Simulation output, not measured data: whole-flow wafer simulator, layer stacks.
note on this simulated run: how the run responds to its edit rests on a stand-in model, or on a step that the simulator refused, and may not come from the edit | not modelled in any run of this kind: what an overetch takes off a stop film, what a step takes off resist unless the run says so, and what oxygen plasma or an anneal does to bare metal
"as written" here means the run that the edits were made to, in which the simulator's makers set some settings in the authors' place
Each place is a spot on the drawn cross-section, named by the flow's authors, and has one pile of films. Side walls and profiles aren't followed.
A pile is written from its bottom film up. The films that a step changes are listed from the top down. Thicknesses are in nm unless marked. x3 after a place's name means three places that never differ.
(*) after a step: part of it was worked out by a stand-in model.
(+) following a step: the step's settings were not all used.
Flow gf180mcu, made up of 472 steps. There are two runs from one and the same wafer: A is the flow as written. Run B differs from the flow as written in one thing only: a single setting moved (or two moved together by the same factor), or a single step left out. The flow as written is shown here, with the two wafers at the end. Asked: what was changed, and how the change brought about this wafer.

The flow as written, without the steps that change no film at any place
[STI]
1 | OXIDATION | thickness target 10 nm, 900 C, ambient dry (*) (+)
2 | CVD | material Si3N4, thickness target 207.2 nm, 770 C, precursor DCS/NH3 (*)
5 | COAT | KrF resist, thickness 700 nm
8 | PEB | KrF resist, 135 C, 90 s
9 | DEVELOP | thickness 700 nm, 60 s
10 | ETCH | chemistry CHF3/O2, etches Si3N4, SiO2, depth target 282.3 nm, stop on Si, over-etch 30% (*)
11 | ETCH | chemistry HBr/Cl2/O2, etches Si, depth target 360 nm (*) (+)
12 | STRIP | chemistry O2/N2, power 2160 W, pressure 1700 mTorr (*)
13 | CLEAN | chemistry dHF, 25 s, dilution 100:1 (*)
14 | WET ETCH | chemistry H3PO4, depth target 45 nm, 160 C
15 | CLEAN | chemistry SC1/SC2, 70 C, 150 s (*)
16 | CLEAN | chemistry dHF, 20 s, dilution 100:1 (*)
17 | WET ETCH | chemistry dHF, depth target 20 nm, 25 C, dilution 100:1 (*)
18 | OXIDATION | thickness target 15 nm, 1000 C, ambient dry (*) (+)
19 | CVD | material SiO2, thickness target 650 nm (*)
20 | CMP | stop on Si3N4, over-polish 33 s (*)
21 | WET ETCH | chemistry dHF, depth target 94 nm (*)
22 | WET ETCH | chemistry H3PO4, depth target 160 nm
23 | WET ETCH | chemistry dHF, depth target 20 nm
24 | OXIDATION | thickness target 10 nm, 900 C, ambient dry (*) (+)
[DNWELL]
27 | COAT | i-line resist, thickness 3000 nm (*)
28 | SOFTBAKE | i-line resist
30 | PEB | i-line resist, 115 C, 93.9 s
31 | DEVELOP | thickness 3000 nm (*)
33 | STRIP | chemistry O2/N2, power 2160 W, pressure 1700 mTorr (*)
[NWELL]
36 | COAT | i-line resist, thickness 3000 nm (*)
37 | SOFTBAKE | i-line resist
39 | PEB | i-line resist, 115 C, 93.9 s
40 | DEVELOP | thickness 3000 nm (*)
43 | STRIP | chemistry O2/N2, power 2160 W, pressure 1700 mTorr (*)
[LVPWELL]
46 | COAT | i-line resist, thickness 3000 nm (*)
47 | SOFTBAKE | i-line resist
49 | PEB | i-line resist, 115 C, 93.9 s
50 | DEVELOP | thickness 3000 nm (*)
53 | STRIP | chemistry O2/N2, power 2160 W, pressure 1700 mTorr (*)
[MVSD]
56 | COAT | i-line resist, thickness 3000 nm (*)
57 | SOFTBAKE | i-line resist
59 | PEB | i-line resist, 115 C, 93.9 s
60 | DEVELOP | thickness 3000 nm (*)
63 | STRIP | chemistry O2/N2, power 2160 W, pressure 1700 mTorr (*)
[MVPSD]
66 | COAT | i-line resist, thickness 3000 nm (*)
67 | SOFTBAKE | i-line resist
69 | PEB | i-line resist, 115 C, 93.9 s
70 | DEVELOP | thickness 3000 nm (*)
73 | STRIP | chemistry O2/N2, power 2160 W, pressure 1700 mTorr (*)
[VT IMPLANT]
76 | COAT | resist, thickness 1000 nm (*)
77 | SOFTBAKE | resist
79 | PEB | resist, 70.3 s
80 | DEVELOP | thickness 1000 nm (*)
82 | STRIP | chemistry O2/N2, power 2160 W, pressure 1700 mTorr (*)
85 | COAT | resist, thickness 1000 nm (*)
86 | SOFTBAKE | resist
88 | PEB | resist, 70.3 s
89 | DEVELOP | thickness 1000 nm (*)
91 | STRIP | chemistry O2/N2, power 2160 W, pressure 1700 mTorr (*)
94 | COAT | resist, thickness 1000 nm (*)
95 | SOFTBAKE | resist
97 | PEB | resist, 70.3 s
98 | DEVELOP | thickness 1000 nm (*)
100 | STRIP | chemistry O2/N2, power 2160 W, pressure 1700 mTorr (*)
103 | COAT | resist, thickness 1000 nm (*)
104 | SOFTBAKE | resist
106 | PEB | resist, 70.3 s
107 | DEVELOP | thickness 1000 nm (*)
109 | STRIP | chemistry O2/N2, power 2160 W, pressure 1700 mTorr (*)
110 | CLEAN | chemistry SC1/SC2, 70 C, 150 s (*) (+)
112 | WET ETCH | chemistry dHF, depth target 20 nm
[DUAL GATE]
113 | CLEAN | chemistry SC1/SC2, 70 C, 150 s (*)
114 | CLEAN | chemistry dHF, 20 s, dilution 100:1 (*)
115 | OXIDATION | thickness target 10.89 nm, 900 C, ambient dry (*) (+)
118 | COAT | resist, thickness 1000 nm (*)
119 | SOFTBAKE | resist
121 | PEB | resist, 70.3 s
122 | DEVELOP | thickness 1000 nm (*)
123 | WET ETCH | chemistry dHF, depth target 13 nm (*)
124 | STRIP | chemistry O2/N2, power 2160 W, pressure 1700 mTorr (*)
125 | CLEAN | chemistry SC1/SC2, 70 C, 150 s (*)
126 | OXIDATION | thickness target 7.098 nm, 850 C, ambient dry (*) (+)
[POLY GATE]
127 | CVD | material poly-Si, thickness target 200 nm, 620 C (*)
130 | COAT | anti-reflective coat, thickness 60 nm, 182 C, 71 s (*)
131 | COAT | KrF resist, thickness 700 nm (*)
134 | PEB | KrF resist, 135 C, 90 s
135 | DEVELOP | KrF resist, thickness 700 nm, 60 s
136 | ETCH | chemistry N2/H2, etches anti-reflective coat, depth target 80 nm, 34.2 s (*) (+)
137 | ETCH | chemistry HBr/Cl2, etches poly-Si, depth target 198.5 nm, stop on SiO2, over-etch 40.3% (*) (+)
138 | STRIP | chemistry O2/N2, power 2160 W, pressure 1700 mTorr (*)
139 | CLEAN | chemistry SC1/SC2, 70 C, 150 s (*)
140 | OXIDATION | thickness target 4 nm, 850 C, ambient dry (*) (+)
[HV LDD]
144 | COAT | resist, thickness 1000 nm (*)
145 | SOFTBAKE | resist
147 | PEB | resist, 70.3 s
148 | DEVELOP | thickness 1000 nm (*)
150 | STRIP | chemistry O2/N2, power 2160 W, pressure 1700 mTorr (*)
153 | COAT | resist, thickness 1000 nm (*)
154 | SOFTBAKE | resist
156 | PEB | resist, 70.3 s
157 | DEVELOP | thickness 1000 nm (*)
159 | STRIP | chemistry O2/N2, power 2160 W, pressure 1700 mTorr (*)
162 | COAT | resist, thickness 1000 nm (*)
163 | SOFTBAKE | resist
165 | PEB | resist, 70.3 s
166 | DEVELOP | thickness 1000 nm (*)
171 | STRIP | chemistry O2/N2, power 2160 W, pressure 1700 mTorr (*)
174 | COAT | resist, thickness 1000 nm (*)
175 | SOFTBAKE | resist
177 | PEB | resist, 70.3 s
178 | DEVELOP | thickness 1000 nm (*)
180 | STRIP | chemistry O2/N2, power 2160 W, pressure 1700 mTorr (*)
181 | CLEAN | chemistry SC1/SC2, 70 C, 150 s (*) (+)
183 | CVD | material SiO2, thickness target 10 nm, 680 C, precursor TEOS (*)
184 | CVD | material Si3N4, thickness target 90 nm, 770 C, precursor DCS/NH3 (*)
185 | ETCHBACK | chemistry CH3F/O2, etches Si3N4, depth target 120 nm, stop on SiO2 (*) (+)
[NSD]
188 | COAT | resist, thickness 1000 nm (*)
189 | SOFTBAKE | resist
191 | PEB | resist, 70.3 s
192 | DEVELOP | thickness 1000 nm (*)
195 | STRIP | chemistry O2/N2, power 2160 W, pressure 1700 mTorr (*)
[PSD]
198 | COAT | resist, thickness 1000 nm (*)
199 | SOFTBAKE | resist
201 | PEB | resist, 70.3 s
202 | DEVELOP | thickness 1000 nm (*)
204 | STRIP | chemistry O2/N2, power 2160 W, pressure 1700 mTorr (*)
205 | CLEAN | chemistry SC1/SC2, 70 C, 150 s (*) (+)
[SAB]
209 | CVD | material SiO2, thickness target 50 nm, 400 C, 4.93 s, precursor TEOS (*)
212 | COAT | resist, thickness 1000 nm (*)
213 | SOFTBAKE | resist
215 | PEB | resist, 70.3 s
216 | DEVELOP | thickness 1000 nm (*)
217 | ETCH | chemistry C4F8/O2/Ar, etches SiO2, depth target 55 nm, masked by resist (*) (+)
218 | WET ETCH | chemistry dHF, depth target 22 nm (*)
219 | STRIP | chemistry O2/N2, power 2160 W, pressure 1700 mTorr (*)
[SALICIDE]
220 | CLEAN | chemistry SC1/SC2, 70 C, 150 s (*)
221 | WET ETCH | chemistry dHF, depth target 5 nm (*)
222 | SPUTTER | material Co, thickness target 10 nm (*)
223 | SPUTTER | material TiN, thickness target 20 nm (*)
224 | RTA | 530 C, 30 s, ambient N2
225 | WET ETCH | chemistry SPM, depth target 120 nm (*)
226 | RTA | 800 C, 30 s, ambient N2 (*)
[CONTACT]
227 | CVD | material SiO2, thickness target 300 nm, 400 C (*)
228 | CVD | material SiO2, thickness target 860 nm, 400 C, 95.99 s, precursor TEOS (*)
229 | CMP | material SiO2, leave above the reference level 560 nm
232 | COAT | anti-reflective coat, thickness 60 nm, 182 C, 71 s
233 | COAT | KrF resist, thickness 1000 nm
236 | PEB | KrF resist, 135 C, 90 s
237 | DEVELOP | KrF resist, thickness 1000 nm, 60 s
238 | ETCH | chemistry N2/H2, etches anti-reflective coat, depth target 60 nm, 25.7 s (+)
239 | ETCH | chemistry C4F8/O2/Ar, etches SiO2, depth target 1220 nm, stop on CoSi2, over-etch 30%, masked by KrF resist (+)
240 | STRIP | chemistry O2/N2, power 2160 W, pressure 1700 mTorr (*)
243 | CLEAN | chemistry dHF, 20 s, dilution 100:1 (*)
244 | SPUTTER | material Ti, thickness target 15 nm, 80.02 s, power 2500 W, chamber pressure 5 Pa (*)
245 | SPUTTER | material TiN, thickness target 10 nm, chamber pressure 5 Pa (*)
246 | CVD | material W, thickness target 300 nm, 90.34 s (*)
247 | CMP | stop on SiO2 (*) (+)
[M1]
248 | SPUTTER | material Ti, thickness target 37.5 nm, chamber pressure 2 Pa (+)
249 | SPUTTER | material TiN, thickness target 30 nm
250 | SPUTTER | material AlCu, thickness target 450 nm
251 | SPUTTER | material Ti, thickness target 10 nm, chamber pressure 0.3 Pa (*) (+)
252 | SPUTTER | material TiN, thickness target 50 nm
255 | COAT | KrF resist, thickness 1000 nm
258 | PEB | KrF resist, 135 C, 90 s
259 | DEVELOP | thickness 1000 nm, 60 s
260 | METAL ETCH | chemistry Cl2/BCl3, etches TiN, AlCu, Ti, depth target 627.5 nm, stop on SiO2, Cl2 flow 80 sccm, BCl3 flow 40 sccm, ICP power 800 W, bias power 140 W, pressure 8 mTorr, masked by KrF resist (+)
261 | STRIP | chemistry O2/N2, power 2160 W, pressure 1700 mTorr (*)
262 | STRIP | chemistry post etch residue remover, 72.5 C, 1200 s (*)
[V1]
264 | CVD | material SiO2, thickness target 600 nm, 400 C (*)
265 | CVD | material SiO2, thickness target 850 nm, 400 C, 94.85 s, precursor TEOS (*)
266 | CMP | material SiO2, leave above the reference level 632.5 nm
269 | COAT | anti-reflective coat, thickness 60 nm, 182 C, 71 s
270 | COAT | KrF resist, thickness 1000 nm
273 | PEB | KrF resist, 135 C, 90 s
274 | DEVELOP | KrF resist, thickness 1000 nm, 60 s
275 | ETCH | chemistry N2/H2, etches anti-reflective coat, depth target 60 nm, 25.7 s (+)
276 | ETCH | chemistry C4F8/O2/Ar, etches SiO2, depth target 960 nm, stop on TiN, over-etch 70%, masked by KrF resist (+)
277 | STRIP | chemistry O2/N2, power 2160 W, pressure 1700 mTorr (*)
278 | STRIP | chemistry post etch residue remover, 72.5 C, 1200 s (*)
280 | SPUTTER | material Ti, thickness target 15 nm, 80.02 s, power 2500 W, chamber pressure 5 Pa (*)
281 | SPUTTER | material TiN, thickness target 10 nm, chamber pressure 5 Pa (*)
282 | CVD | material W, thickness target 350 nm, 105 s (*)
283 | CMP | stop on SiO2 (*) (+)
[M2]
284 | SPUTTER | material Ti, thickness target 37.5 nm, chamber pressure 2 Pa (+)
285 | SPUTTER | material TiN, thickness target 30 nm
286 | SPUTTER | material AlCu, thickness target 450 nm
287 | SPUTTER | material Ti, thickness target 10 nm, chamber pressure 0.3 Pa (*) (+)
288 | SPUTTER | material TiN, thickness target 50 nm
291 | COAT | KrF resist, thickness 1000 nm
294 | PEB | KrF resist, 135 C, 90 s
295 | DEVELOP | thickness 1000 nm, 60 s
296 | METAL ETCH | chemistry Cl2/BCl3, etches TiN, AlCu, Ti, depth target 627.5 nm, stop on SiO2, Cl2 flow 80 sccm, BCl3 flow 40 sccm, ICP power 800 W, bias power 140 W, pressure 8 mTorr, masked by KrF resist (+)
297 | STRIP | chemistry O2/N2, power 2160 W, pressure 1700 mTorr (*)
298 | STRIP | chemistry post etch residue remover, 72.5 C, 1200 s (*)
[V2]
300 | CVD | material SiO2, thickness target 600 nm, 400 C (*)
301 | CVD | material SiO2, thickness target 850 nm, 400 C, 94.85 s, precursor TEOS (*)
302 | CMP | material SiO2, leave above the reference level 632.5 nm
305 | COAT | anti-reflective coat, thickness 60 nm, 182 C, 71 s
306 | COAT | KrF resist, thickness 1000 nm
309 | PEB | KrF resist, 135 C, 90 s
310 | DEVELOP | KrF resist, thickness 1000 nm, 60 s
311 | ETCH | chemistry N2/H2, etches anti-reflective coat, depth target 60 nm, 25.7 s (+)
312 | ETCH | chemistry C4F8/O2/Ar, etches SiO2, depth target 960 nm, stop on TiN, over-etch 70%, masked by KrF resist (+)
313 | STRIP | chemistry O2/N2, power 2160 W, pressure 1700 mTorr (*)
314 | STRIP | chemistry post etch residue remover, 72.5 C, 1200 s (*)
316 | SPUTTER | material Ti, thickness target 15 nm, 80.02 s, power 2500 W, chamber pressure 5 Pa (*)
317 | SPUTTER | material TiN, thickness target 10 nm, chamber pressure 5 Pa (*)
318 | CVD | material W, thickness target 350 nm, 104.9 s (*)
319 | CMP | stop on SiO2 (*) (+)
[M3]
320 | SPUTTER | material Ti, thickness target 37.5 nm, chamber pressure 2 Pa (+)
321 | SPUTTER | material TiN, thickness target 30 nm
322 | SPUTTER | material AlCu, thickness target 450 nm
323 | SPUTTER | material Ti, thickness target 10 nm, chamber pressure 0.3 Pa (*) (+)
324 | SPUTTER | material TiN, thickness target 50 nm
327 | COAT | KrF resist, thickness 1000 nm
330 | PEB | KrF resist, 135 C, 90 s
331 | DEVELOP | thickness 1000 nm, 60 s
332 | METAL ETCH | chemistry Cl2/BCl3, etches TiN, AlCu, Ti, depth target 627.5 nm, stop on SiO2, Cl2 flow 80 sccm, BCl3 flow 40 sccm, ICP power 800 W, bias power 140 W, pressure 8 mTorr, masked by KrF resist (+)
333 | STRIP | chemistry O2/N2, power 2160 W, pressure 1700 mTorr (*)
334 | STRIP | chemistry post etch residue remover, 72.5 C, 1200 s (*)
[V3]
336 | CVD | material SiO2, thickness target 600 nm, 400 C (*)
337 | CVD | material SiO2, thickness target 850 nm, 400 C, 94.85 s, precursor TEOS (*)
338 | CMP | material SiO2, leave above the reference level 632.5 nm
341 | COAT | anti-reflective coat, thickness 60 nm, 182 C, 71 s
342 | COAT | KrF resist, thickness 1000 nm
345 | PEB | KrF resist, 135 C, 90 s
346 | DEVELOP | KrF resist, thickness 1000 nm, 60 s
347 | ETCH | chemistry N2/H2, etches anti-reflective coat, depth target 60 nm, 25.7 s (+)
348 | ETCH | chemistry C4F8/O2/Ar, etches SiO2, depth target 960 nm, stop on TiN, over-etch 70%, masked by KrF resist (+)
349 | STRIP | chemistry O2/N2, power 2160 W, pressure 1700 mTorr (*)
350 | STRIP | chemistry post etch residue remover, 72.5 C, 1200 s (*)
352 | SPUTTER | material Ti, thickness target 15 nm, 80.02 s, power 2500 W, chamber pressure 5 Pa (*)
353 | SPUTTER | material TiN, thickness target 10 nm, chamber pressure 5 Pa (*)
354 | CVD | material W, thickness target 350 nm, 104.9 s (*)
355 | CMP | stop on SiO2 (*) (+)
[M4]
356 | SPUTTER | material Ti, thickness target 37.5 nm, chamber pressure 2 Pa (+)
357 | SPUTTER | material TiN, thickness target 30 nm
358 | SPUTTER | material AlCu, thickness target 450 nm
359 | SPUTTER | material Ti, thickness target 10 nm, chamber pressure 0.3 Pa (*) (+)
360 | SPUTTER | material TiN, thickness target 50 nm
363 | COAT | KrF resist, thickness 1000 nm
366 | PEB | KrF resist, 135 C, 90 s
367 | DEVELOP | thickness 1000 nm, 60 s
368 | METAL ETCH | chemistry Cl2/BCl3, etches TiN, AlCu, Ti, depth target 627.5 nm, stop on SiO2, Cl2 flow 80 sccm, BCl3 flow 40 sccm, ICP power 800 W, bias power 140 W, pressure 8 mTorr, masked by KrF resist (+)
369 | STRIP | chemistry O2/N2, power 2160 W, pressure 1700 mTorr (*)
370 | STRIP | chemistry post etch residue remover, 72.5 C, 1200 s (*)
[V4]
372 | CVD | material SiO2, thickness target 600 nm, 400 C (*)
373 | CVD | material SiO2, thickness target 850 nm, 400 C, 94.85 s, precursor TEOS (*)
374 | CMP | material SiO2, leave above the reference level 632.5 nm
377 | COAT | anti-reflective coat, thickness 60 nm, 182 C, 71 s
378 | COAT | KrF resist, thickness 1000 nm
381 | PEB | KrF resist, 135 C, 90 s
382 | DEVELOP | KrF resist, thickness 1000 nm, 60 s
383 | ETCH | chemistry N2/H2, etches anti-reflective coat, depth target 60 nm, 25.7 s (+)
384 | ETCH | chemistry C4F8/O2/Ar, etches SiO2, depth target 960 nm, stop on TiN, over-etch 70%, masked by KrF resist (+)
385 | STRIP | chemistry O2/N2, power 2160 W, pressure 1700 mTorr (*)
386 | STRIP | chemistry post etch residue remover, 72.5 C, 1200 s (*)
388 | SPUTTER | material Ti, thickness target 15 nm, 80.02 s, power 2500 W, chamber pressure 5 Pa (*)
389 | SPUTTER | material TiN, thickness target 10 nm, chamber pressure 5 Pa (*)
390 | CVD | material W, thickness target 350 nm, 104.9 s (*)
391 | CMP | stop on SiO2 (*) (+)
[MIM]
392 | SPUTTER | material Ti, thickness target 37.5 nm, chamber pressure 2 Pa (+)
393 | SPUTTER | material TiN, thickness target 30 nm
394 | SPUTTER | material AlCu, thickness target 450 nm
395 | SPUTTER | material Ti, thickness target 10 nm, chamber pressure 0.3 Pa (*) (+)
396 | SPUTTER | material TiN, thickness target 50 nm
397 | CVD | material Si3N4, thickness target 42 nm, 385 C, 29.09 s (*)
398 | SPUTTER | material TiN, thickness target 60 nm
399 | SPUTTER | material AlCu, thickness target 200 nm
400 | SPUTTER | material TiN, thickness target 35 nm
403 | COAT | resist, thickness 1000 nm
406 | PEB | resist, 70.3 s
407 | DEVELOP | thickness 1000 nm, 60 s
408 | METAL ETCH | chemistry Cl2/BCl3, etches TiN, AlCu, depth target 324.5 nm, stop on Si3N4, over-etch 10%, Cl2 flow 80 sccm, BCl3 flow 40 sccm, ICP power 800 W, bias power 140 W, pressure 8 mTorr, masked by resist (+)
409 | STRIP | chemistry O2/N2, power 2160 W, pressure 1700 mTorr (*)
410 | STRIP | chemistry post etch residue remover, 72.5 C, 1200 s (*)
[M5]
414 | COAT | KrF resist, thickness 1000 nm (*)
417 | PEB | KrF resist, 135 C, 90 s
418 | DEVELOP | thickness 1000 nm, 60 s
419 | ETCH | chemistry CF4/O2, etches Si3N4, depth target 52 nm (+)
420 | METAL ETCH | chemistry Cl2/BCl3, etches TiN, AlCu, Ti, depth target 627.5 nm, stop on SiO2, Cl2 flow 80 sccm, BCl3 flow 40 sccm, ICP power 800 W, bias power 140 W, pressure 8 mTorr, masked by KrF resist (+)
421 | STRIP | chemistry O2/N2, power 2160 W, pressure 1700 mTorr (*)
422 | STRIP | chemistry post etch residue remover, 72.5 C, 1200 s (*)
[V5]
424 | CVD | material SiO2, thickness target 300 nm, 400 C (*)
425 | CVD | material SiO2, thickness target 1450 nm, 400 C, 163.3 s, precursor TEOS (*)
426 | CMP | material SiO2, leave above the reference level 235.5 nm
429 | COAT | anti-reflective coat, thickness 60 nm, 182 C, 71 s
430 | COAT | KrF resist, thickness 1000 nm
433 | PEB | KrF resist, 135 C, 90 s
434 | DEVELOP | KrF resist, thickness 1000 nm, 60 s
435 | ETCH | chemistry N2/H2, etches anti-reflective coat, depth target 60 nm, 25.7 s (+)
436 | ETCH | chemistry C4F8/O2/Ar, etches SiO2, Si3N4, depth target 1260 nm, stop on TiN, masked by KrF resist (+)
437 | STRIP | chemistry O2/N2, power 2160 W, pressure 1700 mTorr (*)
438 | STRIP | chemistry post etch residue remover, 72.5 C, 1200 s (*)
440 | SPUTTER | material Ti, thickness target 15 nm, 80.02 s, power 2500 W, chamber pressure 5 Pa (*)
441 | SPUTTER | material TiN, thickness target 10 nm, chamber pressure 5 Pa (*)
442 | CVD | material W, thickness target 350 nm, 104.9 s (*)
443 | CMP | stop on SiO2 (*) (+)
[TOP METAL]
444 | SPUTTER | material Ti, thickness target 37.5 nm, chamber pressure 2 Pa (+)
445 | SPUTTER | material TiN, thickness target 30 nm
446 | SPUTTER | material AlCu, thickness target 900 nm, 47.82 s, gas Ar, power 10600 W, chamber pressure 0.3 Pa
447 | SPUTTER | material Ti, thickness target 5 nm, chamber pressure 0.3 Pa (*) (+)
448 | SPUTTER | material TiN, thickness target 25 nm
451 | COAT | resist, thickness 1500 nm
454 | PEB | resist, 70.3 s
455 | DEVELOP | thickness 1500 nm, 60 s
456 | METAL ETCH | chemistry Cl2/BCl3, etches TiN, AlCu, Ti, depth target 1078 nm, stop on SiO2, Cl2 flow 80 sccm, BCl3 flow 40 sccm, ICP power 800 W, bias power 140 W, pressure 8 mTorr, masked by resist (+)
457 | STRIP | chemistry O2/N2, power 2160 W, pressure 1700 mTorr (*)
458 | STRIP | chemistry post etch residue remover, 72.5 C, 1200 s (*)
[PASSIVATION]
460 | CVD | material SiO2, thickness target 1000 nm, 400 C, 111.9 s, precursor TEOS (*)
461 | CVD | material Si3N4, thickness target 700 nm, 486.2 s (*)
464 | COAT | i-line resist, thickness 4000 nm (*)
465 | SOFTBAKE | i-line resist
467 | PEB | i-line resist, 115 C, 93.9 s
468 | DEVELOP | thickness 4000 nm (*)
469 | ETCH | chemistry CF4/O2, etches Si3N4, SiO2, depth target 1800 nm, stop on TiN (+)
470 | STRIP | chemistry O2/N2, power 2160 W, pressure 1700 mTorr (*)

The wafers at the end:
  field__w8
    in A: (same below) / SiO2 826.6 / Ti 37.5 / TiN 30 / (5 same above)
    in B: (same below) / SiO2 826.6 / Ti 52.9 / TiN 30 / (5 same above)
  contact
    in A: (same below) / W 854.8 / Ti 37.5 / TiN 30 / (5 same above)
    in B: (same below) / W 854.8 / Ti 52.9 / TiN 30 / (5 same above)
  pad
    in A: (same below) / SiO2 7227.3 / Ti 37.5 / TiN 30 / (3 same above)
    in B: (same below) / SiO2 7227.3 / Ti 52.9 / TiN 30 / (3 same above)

What caused this: step 444, SPUTTER: thickness target 52.9 nm was run, while the flow as written has thickness target 37.5 nm.
The wafer itself shows it: field__w8 has Ti 52.9, and step 444 as written asks for 37.5 nm.

Step by step, how the change led to this:
  444 | SPUTTER | material Ti, thickness target 37.5 nm, chamber pressure 2 Pa (+)
      field, field__w1, field__w2 and 109 more: A Ti gains 37.5 (new film) | B Ti gains 52.9 (new film)
  456 | METAL ETCH | chemistry Cl2/BCl3, etches TiN, AlCu, Ti, depth target 1078 nm, stop on SiO2, Cl2 flow 80 sccm, BCl3 flow 40 sccm, ICP power 800 W, bias power 140 W, pressure 8 mTorr, masked by resist (+)
      field, field__w1, field__w2 and 103 more: A TiN loses 25 (all of it), Ti loses 5 (all of it), AlCu loses 900 (all of it), TiN loses 30 (all of it), Ti loses 37.5 (all of it) | B TiN loses 25 (all of it), Ti loses 5 (all of it), AlCu loses 900 (all of it), TiN loses 30 (all of it), Ti loses 52.9 (all of it)
  465 | SOFTBAKE | i-line resist
      gate: A i-line resist gains 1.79 | B i-line resist loses 0.23
      ld_acc_p, ld_fp_p, ld_drift_p: A i-line resist gains 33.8 | B i-line resist gains 27.6
      (also at 62 further places)
